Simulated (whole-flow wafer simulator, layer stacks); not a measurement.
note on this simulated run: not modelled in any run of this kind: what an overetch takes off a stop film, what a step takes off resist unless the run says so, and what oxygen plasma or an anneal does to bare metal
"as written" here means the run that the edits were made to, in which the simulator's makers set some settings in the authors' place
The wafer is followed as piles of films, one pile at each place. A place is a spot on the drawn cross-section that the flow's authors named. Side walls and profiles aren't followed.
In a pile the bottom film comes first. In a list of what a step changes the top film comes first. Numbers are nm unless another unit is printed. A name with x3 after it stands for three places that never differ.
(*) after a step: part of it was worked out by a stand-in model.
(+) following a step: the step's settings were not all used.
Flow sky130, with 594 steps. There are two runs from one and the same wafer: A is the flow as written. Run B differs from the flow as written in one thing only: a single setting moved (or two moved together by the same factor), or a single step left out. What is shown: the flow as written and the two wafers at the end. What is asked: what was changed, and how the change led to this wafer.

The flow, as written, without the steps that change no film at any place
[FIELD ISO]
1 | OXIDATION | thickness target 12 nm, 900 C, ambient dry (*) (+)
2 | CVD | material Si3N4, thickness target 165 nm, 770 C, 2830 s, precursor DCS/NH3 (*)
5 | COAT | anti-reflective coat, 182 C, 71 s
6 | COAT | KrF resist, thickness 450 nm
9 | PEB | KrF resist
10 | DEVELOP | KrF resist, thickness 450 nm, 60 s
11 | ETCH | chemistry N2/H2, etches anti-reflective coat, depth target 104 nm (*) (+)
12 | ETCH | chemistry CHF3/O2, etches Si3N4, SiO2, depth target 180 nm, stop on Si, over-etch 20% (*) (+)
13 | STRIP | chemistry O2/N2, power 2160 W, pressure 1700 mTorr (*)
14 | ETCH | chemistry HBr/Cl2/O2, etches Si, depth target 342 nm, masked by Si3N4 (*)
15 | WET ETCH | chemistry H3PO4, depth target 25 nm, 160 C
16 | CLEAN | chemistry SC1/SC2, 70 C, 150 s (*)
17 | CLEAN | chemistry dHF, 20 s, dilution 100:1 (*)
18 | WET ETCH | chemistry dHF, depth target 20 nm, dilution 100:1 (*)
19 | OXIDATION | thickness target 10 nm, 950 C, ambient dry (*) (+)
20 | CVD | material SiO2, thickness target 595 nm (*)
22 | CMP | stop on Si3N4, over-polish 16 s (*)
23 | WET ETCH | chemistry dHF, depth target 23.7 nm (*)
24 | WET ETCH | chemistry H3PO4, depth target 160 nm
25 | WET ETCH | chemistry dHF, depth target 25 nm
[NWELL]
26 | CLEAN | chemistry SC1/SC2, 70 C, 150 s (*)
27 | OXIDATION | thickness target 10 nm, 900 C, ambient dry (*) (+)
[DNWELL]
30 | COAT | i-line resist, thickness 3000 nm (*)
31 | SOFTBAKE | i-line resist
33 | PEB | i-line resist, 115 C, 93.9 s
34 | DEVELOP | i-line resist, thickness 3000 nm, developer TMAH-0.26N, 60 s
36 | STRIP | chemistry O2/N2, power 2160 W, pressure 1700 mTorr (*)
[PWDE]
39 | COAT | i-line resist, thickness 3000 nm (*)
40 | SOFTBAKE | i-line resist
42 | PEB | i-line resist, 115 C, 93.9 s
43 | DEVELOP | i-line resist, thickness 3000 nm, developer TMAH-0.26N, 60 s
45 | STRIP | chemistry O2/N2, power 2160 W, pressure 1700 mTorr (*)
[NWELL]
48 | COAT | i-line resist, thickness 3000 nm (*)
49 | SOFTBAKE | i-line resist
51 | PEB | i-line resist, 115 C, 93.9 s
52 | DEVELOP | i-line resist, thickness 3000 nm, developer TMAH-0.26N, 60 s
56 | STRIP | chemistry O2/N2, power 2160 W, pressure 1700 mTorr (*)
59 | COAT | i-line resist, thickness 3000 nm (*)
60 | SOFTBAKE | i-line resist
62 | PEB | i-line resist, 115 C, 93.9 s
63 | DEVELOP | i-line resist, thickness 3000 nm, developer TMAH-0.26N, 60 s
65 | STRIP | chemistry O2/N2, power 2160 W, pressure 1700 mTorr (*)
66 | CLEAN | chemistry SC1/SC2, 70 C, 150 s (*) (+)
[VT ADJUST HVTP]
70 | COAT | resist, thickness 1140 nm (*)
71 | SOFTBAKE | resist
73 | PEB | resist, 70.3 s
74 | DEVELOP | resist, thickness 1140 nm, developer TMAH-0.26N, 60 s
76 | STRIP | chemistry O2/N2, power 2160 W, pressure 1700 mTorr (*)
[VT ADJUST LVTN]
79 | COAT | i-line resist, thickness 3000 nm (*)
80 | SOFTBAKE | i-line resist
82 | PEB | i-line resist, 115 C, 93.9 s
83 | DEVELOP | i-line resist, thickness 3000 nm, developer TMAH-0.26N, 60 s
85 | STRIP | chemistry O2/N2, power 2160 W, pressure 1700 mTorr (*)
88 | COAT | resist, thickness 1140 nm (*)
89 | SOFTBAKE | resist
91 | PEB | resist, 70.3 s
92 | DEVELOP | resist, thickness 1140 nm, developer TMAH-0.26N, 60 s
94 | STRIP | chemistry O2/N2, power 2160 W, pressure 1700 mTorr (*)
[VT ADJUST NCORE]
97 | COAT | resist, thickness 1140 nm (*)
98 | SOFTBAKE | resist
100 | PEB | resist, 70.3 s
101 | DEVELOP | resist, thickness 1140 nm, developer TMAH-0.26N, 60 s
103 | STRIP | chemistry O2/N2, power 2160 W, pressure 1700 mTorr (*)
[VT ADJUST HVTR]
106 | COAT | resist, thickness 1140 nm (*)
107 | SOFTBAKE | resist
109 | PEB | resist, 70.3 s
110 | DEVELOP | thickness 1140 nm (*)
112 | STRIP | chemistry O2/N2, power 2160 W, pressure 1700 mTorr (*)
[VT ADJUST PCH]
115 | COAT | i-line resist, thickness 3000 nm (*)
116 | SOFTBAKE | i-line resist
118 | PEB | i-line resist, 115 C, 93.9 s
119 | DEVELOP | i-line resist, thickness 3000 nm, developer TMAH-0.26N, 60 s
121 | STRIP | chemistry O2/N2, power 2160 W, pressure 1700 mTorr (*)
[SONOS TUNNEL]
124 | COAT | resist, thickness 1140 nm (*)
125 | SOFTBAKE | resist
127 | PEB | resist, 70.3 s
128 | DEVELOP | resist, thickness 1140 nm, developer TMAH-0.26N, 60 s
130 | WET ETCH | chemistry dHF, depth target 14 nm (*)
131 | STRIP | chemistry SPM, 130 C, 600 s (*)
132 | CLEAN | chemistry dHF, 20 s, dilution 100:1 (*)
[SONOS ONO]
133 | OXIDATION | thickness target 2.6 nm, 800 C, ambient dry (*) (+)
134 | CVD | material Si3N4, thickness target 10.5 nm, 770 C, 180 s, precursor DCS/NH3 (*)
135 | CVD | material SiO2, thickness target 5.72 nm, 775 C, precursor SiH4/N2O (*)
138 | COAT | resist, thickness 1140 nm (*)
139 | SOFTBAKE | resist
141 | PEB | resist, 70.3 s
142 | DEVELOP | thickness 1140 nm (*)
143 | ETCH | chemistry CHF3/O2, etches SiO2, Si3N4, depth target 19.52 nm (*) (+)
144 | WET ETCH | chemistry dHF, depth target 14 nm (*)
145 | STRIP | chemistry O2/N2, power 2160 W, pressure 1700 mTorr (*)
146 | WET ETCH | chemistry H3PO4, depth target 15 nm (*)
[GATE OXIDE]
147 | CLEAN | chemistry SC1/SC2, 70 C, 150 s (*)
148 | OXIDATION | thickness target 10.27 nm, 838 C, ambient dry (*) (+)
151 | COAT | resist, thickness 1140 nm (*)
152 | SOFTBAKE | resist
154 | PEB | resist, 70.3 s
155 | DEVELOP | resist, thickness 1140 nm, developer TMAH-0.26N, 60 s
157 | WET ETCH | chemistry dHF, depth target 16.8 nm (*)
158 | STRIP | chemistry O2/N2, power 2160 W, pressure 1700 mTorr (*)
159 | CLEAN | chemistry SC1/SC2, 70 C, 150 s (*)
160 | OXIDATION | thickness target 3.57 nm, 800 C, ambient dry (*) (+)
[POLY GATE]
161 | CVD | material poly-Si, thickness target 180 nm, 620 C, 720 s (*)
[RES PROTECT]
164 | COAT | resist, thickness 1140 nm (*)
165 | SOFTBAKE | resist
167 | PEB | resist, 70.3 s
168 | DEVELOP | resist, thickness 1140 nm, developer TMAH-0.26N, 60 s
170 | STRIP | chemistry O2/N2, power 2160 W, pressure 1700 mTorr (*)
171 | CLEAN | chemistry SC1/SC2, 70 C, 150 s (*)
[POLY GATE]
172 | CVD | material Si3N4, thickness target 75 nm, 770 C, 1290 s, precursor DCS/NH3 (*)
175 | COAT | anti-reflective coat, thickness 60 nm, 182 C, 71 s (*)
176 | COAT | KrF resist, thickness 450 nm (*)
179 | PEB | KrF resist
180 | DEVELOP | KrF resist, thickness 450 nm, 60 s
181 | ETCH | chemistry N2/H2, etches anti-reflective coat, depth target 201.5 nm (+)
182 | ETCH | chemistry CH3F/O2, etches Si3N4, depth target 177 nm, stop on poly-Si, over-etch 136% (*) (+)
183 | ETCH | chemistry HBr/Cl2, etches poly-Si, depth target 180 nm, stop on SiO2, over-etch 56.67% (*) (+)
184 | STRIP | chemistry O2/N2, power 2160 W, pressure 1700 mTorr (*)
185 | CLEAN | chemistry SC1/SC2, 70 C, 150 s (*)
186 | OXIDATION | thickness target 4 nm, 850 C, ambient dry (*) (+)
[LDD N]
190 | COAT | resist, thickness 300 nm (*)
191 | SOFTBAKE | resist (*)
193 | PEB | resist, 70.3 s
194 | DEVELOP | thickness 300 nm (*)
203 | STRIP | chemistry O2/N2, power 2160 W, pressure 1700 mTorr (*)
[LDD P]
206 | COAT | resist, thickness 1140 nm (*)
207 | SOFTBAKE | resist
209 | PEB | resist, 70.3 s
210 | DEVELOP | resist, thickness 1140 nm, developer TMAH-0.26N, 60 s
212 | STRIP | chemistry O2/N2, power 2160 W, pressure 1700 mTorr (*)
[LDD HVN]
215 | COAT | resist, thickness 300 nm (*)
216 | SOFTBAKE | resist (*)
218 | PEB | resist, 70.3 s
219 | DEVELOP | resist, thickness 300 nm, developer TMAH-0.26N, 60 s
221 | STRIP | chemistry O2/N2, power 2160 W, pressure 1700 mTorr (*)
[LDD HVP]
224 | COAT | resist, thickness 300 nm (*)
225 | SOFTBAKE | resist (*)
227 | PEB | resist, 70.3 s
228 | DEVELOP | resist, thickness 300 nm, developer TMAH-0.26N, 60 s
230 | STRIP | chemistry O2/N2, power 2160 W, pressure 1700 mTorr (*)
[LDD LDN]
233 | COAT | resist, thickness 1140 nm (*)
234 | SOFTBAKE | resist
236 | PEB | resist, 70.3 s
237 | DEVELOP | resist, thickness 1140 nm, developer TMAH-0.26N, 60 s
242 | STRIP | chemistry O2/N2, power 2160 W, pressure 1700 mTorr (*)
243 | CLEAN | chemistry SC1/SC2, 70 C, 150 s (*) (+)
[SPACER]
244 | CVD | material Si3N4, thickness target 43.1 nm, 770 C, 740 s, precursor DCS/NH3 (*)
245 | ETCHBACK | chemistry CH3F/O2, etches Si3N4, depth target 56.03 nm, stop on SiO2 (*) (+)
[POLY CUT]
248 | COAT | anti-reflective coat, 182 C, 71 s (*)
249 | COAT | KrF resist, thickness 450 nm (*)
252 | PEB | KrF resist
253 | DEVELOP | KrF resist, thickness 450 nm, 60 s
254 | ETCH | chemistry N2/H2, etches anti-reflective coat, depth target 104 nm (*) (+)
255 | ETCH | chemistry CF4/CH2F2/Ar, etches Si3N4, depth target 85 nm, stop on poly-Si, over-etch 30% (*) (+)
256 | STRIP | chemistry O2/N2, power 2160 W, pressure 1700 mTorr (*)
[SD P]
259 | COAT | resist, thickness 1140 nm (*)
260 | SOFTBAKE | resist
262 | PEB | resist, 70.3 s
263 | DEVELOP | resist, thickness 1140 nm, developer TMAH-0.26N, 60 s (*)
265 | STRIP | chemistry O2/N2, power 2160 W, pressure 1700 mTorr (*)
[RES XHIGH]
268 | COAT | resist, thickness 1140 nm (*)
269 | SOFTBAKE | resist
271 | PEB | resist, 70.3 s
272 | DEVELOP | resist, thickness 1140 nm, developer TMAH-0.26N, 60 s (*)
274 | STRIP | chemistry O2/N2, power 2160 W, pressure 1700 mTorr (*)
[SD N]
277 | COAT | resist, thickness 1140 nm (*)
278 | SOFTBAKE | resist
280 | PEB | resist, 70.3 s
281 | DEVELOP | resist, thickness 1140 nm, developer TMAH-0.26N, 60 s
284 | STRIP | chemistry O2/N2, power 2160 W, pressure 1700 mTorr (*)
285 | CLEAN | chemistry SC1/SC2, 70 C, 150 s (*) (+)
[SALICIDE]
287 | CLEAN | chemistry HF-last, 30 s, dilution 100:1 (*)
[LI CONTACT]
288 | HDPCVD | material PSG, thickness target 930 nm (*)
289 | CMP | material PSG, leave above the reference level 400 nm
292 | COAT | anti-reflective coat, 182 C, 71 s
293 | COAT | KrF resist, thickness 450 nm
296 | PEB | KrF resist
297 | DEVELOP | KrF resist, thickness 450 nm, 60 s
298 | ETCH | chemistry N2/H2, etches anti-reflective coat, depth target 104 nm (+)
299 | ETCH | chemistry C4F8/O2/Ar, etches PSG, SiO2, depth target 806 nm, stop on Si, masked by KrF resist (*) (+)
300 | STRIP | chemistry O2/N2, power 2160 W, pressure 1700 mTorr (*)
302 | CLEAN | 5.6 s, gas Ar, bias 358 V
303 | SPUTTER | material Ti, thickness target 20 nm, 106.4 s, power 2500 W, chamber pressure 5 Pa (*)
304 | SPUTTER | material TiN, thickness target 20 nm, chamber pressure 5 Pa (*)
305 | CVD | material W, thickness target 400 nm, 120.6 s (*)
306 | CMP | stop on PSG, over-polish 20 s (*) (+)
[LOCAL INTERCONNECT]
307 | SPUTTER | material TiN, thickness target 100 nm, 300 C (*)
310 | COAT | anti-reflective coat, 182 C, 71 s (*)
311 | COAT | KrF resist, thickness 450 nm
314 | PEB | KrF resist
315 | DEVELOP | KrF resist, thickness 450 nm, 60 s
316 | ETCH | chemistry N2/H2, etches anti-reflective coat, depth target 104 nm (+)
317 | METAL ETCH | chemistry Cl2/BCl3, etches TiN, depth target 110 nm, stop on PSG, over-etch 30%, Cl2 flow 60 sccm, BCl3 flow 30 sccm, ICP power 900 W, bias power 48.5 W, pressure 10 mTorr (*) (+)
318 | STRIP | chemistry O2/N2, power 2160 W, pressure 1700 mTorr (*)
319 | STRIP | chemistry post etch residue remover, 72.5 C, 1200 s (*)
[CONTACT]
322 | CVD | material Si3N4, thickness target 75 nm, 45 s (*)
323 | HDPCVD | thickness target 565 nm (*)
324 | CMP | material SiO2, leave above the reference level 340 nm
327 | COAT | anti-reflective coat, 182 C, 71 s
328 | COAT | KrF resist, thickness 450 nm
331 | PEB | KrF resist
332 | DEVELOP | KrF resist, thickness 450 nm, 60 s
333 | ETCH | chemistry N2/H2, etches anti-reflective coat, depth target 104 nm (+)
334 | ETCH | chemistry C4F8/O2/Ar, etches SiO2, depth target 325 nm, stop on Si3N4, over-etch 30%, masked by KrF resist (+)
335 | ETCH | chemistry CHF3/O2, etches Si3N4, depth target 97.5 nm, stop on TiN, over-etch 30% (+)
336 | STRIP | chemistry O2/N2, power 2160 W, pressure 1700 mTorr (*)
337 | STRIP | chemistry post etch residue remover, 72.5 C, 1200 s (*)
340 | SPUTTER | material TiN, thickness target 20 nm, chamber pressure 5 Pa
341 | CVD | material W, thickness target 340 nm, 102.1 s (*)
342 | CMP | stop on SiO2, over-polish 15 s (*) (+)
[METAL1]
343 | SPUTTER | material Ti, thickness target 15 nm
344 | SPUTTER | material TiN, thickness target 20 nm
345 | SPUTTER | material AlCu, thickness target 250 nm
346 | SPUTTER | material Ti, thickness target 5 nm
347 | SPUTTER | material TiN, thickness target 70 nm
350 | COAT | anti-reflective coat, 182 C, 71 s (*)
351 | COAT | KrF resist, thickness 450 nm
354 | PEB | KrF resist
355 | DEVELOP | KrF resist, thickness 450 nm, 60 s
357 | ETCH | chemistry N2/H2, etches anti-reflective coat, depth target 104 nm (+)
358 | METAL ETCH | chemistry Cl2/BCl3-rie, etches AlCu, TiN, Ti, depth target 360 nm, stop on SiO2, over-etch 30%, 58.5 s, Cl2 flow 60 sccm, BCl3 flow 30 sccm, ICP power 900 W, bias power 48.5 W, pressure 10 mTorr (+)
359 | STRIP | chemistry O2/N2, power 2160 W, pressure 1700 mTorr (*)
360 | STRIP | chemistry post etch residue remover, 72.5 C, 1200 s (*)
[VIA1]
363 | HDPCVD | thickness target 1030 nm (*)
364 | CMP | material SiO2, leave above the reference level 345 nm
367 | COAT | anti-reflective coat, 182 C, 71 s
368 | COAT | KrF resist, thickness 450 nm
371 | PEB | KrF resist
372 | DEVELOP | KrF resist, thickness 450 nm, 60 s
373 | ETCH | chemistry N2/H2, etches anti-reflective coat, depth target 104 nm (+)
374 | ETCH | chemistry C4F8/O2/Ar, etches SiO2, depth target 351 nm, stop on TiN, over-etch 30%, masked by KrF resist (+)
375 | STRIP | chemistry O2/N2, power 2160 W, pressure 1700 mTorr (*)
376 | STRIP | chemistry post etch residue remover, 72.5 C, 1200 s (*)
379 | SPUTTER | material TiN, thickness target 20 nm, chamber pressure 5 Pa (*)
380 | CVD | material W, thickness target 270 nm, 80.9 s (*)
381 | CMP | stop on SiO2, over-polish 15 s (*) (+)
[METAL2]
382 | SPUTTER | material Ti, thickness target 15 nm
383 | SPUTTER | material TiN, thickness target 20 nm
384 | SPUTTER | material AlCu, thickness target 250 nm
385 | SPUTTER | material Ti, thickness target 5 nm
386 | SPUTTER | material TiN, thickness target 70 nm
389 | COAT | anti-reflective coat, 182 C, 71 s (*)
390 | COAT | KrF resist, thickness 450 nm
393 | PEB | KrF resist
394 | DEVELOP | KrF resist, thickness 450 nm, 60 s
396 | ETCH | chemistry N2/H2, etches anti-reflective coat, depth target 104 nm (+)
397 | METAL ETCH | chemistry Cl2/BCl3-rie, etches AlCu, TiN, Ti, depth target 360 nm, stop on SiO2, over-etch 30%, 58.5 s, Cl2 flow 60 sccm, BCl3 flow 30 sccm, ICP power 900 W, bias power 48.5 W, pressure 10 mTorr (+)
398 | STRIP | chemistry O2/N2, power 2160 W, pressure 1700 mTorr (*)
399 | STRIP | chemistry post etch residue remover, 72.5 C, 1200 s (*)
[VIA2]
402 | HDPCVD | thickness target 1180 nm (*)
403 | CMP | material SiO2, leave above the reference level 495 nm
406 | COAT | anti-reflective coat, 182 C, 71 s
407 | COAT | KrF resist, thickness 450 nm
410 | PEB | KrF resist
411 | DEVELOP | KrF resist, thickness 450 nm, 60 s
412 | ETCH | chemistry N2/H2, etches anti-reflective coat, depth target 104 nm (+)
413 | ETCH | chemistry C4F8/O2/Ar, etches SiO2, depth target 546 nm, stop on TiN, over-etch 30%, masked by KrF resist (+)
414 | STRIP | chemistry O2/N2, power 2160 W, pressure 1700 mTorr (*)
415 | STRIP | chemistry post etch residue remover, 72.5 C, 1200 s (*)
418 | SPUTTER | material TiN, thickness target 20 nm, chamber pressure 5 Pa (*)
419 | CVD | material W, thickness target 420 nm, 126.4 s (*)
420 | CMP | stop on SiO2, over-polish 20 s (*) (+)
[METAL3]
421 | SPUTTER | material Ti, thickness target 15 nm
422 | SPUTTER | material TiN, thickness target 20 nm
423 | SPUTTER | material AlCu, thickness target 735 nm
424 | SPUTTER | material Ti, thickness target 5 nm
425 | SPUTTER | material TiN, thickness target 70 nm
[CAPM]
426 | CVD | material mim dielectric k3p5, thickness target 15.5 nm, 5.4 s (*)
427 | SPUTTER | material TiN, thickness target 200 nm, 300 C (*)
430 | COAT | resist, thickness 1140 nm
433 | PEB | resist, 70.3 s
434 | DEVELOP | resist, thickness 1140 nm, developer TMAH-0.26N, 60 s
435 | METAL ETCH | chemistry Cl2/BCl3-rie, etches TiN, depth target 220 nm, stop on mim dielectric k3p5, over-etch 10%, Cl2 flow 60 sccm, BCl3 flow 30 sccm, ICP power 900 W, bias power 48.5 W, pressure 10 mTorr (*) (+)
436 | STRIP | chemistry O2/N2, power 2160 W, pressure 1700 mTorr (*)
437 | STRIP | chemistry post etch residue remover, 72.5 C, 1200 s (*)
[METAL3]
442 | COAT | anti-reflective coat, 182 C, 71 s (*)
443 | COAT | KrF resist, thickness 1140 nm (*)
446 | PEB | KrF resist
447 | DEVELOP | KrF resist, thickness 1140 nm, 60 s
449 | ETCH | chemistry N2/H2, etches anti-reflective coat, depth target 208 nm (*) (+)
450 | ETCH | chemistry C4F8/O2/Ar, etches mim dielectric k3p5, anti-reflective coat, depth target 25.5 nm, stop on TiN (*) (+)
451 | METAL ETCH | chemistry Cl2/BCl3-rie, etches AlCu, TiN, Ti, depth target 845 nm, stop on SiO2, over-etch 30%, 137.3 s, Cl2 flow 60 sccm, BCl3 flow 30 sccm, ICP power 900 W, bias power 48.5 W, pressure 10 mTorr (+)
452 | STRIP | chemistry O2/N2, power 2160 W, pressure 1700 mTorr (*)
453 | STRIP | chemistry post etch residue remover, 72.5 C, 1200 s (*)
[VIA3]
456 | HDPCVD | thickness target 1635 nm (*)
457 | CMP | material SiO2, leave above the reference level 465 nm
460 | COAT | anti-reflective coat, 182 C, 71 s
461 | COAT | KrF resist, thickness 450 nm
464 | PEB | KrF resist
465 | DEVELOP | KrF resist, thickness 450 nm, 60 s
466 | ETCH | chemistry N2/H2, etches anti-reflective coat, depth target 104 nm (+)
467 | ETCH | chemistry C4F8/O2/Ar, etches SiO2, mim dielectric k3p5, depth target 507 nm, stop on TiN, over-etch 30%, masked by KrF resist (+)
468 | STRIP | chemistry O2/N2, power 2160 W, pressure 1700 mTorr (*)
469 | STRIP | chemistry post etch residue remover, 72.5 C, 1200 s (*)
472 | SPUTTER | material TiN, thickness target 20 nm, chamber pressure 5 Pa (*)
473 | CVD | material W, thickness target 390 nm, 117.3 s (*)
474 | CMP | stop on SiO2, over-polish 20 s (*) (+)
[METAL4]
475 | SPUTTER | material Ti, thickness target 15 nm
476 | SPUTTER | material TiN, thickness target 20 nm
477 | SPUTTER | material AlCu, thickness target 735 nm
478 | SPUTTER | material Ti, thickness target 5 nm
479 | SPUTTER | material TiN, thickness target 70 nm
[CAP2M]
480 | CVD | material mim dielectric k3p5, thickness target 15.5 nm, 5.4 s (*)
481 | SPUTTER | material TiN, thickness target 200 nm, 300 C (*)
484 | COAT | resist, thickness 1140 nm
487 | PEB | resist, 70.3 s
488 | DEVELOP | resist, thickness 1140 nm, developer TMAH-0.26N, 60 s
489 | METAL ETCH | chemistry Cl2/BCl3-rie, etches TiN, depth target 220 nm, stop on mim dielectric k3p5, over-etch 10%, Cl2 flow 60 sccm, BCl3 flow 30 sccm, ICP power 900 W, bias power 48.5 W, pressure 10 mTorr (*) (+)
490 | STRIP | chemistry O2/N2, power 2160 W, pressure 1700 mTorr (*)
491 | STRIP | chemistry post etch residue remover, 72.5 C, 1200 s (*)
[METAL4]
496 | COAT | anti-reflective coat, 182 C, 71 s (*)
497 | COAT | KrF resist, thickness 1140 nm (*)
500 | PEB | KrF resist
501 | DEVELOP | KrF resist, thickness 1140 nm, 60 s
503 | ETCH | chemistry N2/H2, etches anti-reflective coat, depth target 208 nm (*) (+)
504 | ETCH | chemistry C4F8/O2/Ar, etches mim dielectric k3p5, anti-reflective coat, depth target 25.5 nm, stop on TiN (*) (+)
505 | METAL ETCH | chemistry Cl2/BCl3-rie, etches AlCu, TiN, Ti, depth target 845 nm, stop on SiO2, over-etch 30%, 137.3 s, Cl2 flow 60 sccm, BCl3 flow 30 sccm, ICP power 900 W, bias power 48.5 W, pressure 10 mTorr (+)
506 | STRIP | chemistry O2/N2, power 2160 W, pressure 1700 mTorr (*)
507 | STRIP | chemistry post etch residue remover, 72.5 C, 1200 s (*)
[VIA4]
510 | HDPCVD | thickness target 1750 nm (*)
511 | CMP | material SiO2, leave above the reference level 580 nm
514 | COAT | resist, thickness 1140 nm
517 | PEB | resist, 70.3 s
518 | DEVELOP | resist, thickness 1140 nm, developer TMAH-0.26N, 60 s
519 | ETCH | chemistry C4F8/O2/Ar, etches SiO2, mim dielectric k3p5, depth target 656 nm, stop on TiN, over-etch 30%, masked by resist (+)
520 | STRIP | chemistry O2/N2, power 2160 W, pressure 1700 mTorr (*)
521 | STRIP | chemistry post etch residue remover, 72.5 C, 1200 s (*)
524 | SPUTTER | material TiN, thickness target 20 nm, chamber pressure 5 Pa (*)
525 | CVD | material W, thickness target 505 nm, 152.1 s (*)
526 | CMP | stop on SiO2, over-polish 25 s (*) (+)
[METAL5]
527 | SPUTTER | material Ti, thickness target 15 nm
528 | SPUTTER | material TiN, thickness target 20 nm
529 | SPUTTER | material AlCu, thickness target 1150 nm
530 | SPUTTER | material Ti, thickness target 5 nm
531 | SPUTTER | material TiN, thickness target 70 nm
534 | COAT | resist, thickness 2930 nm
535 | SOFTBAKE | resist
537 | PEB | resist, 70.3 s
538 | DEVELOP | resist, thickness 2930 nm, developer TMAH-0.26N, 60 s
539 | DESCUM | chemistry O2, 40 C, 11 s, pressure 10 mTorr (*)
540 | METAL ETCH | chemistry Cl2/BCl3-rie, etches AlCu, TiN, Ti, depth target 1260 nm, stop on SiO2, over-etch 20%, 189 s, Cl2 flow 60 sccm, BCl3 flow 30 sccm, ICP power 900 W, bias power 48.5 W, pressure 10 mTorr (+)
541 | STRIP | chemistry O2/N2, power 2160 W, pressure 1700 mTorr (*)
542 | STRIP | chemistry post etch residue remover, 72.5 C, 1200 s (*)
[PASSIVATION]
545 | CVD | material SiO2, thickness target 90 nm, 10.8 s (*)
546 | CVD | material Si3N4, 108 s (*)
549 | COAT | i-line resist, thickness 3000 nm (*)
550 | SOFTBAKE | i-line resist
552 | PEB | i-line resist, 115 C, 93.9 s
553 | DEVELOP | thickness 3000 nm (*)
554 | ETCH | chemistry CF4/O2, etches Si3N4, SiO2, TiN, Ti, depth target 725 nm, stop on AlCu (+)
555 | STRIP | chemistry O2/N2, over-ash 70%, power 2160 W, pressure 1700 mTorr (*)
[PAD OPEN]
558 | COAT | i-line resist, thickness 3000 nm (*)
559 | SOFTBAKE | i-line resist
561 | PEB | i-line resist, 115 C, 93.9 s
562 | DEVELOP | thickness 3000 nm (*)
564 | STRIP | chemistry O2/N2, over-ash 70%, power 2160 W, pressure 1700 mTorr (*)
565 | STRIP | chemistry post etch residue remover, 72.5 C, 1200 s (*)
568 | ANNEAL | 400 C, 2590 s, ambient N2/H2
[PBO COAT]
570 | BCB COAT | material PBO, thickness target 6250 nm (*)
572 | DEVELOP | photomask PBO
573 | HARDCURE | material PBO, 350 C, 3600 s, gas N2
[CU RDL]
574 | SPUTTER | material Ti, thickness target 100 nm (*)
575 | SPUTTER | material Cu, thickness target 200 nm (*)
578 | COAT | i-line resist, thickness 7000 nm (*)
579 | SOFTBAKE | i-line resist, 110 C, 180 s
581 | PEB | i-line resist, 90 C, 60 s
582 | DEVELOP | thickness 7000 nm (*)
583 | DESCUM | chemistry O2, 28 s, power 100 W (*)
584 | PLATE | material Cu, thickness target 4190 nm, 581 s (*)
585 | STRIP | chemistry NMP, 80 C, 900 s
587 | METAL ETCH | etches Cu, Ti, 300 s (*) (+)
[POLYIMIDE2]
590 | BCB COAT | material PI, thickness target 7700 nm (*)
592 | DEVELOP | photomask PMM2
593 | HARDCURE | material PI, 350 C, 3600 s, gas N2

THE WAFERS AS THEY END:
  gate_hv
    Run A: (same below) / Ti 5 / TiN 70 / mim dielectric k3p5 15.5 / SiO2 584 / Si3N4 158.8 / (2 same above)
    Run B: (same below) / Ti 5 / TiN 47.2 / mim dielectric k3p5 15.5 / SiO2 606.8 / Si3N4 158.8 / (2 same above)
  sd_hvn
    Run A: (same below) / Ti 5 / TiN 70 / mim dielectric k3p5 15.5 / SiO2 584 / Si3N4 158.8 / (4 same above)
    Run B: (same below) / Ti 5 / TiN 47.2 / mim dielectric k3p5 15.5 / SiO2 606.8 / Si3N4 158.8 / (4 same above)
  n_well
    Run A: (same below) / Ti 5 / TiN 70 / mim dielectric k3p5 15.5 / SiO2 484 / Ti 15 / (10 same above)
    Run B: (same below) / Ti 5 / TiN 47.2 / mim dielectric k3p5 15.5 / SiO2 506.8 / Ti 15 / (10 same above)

What caused this: step 479, SPUTTER: thickness target 47.2 nm was run, while the flow as written has thickness target 70 nm.
The wafer itself shows it: gate_hv has TiN 47.2, and step 479 as written asks for 70 nm.

The path from the change to this, step by step:
  479 | SPUTTER | material TiN, thickness target 70 nm
      field, active, n_well and 189 more: A TiN gains 70 (new film) | B TiN gains 47.2 (new film)
  505 | METAL ETCH | chemistry Cl2/BCl3-rie, etches AlCu, TiN, Ti, depth target 845 nm, stop on SiO2, over-etch 30%, 137.3 s, Cl2 flow 60 sccm, BCl3 flow 30 sccm, ICP power 900 W, bias power 48.5 W, pressure 10 mTorr (+)
      field, gate, spacer and 68 more: A TiN loses 70 (all of it), Ti loses 5 (all of it), AlCu loses 735 (all of it), TiN loses 20 (all of it), Ti loses 15 (all of it), SiO2 loses 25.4 | B TiN loses 47.2 (all of it), Ti loses 5 (all of it), AlCu loses 735 (all of it), TiN loses 20 (all of it), Ti loses 15 (all of it), SiO2 loses 27.6
      active, vpp_iso1, mim_edge_plate and 14 more: A TiN loses 70 (all of it), Ti loses 5 (all of it), AlCu loses 735 (all of it), TiN loses 20 (all of it), Ti loses 15 (all of it), SiO2 loses 25.3 | B TiN loses 47.2 (all of it), Ti loses 5 (all of it), AlCu loses 735 (all of it), TiN loses 20 (all of it), Ti loses 15 (all of it), SiO2 loses 27.6
  519 | ETCH | chemistry C4F8/O2/Ar, etches SiO2, mim dielectric k3p5, depth target 656 nm, stop on TiN, over-etch 30%, masked by resist (+)
      m1: A SiO2 loses 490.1 (all of it), mim dielectric k3p5 loses 15.5 (all of it) | B SiO2 loses 512.9 (all of it), mim dielectric k3p5 loses 15.5 (all of it)
      via4_hole: A SiO2 loses 489.5 (all of it), mim dielectric k3p5 loses 15.5 (all of it) | B SiO2 loses 512.3 (all of it), mim dielectric k3p5 loses 15.5 (all of it)
  525 | CVD | material W, thickness target 505 nm, 152.1 s (*)
      m1: A W gains 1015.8 (new film) | B W gains 1038.7 (new film)
      via4_hole: A W gains 1015.2 (new film) | B W gains 1038.1 (new film)
